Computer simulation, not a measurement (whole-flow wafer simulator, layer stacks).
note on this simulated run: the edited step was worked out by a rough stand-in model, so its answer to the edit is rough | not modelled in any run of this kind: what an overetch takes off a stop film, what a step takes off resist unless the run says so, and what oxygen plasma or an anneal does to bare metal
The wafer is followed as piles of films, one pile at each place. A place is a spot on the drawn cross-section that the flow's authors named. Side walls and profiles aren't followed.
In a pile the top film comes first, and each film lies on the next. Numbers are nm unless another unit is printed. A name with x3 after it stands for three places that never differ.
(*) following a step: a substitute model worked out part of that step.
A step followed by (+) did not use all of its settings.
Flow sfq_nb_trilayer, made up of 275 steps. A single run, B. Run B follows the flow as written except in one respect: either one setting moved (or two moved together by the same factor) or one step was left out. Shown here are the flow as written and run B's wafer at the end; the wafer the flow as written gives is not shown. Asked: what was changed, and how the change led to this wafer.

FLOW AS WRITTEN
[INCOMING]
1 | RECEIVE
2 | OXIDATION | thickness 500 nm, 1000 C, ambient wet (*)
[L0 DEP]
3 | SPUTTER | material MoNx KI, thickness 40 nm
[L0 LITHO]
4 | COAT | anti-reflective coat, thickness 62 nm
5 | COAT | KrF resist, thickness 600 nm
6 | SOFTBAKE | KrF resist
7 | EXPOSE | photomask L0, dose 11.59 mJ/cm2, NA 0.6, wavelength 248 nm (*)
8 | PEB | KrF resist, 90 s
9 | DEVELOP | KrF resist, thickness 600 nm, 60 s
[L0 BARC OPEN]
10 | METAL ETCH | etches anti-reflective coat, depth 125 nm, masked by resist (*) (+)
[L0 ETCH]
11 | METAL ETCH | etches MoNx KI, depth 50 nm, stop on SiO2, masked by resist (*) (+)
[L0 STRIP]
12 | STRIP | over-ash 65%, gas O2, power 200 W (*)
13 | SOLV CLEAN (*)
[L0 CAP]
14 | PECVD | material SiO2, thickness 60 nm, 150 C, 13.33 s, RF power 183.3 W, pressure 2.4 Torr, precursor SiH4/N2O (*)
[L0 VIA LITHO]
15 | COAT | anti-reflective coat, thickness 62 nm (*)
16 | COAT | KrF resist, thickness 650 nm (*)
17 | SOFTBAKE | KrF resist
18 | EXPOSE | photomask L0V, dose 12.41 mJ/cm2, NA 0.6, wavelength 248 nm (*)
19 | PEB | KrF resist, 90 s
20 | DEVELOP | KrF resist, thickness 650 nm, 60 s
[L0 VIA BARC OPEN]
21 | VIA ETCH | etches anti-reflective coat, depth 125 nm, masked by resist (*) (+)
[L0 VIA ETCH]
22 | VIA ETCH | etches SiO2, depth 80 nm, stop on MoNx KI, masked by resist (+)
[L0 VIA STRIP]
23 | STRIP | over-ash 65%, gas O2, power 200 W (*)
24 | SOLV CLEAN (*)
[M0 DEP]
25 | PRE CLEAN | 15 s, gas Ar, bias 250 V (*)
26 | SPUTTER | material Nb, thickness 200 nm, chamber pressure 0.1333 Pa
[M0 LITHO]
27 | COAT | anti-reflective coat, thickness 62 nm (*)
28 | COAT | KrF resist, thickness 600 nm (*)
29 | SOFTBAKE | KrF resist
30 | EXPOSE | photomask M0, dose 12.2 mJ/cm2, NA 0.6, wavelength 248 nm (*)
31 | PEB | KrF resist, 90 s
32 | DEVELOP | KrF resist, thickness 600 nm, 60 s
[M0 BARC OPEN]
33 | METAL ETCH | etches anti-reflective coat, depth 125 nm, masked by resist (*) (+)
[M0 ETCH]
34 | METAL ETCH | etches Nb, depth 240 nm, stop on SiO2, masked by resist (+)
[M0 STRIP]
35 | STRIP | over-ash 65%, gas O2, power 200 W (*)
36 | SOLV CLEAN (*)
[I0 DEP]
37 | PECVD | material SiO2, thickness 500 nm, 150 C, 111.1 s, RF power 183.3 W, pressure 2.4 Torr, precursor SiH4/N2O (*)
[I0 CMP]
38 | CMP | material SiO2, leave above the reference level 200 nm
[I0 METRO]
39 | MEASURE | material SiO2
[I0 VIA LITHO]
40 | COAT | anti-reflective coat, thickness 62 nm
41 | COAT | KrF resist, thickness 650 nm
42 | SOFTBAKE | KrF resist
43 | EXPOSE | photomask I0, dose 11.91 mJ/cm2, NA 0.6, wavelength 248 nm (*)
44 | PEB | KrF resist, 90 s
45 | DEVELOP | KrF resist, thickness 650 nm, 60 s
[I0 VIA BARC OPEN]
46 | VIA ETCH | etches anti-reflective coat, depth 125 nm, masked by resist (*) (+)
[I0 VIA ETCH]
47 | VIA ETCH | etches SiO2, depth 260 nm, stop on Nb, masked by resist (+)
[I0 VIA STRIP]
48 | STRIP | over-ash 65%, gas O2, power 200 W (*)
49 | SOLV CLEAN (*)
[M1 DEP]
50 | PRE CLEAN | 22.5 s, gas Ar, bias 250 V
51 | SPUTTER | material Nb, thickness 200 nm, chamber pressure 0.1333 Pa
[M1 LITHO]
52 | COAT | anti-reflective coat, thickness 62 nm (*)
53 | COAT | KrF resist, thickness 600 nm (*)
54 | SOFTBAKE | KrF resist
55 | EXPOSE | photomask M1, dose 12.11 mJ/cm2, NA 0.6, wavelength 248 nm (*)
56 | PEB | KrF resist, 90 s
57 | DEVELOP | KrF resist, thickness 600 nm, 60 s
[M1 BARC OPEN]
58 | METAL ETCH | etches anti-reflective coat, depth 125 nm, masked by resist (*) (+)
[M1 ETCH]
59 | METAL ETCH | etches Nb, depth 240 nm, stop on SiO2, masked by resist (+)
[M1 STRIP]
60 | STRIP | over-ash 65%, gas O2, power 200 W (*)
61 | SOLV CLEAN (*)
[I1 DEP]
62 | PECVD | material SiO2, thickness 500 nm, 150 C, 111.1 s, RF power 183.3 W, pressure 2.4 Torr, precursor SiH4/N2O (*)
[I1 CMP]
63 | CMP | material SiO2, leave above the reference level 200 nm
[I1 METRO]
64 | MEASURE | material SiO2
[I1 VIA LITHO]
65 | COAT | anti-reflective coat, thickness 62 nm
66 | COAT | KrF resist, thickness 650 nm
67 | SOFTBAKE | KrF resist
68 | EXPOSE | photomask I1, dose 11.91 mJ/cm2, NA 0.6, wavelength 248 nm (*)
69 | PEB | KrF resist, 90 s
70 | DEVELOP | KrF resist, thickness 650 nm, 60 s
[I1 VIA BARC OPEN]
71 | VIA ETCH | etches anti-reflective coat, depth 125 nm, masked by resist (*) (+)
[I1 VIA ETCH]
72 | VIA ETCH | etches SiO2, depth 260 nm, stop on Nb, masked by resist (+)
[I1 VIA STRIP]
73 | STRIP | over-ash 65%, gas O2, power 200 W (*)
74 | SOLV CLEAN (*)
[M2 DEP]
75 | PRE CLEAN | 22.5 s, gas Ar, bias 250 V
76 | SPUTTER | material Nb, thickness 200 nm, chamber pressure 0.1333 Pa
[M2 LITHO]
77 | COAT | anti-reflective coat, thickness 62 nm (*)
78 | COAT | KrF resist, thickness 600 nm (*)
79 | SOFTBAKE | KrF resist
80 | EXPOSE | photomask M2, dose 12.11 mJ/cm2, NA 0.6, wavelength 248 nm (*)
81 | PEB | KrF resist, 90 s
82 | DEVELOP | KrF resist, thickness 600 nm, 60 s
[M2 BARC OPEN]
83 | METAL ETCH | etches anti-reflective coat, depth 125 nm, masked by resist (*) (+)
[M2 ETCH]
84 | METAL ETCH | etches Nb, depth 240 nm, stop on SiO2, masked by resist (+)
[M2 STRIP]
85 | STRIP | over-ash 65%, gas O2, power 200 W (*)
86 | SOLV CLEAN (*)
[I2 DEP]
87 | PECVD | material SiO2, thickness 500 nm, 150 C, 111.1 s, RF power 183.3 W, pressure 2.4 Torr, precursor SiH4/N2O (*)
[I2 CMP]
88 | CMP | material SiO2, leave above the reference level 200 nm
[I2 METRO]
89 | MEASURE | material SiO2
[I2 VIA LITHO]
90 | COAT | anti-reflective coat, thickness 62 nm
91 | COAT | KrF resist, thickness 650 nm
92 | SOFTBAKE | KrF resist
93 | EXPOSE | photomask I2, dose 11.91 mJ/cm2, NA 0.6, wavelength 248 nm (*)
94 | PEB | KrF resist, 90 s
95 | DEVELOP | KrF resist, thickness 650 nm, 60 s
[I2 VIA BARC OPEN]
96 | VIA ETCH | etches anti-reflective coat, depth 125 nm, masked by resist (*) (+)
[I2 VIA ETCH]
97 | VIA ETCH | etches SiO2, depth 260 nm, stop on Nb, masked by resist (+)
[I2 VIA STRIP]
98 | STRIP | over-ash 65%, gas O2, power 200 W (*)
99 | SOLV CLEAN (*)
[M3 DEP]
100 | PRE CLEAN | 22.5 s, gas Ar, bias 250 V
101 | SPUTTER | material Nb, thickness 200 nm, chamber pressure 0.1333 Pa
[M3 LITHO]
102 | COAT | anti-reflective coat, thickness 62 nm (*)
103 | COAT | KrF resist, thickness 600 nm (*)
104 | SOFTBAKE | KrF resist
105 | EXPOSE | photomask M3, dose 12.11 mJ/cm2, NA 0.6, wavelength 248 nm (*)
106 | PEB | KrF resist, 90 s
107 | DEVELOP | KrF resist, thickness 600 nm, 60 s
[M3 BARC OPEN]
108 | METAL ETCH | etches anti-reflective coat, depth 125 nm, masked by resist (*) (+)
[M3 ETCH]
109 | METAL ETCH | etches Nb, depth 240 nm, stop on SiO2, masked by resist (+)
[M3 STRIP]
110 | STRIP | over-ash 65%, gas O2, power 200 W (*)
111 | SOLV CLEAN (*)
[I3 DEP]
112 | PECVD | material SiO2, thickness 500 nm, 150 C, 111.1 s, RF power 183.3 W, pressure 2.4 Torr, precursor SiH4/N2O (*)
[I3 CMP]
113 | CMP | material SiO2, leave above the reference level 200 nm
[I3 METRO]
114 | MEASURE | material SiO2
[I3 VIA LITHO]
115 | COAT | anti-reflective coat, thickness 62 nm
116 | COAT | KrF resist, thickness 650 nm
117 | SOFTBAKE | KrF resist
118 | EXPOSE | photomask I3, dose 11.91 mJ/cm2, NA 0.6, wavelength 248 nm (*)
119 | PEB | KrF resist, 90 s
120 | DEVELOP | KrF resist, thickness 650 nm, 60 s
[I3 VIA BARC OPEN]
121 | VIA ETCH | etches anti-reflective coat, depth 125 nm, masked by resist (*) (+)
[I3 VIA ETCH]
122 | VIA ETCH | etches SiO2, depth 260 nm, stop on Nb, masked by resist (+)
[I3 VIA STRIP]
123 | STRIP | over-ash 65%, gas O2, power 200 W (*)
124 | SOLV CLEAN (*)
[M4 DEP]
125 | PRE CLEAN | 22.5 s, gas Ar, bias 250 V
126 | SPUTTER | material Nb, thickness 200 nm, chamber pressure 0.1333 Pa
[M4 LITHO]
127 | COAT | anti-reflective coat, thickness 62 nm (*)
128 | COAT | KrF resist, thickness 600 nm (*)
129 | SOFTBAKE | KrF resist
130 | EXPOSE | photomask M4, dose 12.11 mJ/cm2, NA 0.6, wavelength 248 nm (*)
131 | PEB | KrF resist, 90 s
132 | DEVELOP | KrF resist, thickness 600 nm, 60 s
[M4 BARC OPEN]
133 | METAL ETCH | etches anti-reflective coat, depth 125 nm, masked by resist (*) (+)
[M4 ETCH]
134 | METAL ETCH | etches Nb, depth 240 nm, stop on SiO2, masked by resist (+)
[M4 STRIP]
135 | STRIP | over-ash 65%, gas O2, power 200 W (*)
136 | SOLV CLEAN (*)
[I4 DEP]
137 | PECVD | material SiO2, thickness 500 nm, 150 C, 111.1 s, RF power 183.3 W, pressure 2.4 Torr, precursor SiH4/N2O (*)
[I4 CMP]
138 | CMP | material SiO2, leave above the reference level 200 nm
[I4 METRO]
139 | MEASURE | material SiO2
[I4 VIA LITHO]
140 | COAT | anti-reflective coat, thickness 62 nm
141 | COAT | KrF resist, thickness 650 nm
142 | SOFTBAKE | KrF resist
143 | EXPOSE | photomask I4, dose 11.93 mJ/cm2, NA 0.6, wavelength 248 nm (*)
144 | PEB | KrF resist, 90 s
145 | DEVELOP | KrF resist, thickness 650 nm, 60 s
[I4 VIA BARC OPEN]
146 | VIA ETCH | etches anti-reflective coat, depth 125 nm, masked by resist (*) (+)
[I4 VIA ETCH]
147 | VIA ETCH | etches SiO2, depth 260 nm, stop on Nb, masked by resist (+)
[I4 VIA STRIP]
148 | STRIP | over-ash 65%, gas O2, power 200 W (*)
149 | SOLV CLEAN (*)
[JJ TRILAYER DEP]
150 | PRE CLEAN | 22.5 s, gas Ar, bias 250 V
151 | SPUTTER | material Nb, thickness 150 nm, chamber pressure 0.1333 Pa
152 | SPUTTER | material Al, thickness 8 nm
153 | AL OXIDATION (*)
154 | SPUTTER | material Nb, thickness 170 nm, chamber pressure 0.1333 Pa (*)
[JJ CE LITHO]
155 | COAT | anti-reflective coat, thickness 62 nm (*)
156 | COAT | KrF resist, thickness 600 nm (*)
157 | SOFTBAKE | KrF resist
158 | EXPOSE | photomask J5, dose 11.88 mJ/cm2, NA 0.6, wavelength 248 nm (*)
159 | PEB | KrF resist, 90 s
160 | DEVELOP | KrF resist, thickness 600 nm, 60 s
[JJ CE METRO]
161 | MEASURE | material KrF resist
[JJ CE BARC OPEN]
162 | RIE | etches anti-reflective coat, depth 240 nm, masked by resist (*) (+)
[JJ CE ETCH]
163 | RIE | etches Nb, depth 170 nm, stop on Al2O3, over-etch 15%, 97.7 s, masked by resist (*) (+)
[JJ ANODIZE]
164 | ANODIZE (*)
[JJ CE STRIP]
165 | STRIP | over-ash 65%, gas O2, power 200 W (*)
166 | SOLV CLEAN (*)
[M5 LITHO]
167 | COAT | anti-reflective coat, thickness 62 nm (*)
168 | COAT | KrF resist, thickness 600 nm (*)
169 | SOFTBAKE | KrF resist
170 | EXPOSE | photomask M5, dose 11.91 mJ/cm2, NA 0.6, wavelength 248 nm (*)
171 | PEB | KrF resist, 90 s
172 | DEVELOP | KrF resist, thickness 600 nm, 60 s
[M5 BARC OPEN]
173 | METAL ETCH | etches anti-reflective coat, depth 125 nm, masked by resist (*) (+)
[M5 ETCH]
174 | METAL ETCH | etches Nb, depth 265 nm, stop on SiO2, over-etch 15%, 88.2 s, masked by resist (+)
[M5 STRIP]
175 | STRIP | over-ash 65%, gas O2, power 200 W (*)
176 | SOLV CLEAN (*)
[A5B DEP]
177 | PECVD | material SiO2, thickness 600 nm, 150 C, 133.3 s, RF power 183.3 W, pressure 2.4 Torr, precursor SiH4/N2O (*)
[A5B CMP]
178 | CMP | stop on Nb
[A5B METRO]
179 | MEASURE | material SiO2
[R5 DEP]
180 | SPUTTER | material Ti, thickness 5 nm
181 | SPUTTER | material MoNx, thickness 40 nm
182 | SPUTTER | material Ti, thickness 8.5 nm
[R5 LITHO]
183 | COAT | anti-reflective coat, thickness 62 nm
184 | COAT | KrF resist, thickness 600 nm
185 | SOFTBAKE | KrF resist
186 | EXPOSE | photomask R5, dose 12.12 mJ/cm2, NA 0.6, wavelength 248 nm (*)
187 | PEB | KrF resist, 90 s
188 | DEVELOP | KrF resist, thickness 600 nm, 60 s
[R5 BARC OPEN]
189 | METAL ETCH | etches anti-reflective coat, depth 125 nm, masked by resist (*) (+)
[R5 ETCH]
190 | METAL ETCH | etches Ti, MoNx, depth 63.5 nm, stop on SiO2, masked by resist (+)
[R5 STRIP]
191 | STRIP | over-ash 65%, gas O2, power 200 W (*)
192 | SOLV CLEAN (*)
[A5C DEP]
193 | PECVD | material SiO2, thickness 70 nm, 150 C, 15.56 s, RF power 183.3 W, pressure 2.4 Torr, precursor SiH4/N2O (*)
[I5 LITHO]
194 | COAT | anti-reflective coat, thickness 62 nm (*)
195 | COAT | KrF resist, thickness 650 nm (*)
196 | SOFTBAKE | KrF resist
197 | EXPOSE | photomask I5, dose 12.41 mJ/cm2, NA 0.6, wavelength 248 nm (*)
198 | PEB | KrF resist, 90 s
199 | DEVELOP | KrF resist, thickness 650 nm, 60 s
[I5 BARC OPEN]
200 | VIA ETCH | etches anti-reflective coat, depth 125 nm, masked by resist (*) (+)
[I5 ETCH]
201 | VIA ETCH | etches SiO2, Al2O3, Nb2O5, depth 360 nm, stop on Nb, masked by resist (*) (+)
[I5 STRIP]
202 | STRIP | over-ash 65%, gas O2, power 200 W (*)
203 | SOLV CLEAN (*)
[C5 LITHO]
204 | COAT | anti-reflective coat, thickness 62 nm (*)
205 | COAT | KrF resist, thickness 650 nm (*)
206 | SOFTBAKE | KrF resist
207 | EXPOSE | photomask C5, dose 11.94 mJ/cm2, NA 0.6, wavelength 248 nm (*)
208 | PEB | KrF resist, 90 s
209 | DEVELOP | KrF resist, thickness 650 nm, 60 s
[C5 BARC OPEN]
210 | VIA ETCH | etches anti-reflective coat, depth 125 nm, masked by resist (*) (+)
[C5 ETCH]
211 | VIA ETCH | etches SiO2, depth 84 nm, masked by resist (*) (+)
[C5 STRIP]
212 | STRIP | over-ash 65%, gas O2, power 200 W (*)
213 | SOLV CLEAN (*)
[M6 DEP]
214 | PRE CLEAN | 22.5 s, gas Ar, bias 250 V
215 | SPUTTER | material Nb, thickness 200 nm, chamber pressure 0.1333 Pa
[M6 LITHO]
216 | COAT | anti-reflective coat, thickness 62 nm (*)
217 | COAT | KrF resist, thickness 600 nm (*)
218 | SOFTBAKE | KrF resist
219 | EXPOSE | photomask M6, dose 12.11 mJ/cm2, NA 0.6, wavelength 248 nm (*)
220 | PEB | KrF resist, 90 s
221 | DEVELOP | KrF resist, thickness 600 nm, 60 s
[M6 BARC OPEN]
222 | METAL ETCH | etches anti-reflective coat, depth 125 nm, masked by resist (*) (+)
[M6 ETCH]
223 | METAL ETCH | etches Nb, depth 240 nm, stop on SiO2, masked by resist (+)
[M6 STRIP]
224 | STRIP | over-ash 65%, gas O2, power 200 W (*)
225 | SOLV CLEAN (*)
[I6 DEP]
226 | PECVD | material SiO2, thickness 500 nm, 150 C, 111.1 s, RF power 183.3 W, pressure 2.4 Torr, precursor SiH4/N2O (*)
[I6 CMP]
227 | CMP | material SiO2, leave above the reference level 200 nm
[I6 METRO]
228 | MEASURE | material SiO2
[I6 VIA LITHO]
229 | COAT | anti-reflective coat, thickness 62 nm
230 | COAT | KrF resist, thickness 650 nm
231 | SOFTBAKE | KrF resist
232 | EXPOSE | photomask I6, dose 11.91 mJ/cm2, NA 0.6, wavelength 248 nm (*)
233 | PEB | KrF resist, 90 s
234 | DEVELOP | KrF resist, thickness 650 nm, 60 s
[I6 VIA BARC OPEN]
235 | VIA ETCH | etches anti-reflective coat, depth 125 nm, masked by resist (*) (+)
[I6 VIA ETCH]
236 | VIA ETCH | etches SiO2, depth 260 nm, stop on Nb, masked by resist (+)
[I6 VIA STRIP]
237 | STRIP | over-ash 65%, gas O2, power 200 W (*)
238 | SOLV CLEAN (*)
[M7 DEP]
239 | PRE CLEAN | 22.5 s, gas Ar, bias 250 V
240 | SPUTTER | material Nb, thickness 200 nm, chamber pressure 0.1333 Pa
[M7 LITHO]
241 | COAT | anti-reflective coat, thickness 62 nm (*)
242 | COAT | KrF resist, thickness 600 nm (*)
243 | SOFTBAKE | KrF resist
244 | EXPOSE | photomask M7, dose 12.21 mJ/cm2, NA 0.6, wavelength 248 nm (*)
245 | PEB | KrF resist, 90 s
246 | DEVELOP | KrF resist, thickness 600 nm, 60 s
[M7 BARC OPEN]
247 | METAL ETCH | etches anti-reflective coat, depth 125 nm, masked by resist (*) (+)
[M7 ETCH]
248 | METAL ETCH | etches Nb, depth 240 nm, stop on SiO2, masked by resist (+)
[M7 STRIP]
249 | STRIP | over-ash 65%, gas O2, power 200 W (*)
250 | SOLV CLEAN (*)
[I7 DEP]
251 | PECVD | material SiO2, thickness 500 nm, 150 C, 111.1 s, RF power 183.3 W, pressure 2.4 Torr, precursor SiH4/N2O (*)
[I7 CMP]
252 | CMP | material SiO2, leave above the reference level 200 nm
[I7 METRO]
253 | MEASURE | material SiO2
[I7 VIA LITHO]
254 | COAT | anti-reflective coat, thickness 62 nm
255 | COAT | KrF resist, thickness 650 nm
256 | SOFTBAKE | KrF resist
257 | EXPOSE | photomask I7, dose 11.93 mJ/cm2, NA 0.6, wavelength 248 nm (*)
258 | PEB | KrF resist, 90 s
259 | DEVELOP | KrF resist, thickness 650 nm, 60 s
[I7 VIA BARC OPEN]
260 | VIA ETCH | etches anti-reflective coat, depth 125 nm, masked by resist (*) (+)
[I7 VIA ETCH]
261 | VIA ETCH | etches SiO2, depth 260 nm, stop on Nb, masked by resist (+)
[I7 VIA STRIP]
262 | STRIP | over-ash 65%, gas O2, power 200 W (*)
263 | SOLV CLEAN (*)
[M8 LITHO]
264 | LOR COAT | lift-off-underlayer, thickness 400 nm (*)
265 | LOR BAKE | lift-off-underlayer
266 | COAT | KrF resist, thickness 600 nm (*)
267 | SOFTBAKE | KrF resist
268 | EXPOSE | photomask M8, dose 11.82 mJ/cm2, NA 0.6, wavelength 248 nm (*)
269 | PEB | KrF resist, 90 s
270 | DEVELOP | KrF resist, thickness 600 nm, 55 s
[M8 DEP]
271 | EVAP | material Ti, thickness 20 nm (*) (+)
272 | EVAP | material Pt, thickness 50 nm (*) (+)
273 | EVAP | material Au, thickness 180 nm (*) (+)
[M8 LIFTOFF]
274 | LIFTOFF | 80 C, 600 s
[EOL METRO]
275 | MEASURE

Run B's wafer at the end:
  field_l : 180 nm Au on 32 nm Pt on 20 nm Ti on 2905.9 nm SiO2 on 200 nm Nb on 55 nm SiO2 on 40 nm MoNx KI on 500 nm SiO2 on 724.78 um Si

Cause: step 272, EVAP: thickness 32 nm was run, while the flow as written has thickness 50 nm.
One can read it off the wafer: field_l has Pt 32, and step 272 as written asks for 50 nm.

Step by step, how the change led to this:
  272 | EVAP | material Pt, thickness 50 nm (*) (+)
      field_l, v_sur, via_wl and 103 more: +32 Pt (new film) (as written it would have been: +50 Pt (new film))
  274 | LIFTOFF | 80 C, 600 s
      p4_fl x3, p4_w1 x9, p4_g1 x2 and 60 more: -180 Au (all of it), -32 Pt (all of it), -20 Ti (all of it), -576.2 KrF resist (all of it), -400 lift-off-underlayer (all of it) (as written it would have been: -180 Au (all of it), -50 Pt (all of it), -20 Ti (all of it), -576.2 KrF resist (all of it), -400 lift-off-underlayer (all of it))
      c5j, ce_r: -180 Au (all of it), -32 Pt (all of it), -20 Ti (all of it), -573.3 KrF resist (all of it), -399.3 lift-off-underlayer (all of it) (as written it would have been: -180 Au (all of it), -50 Pt (all of it), -20 Ti (all of it), -573.3 KrF resist (all of it), -399.3 lift-off-underlayer (all of it))
      (as well as at 19 more places)
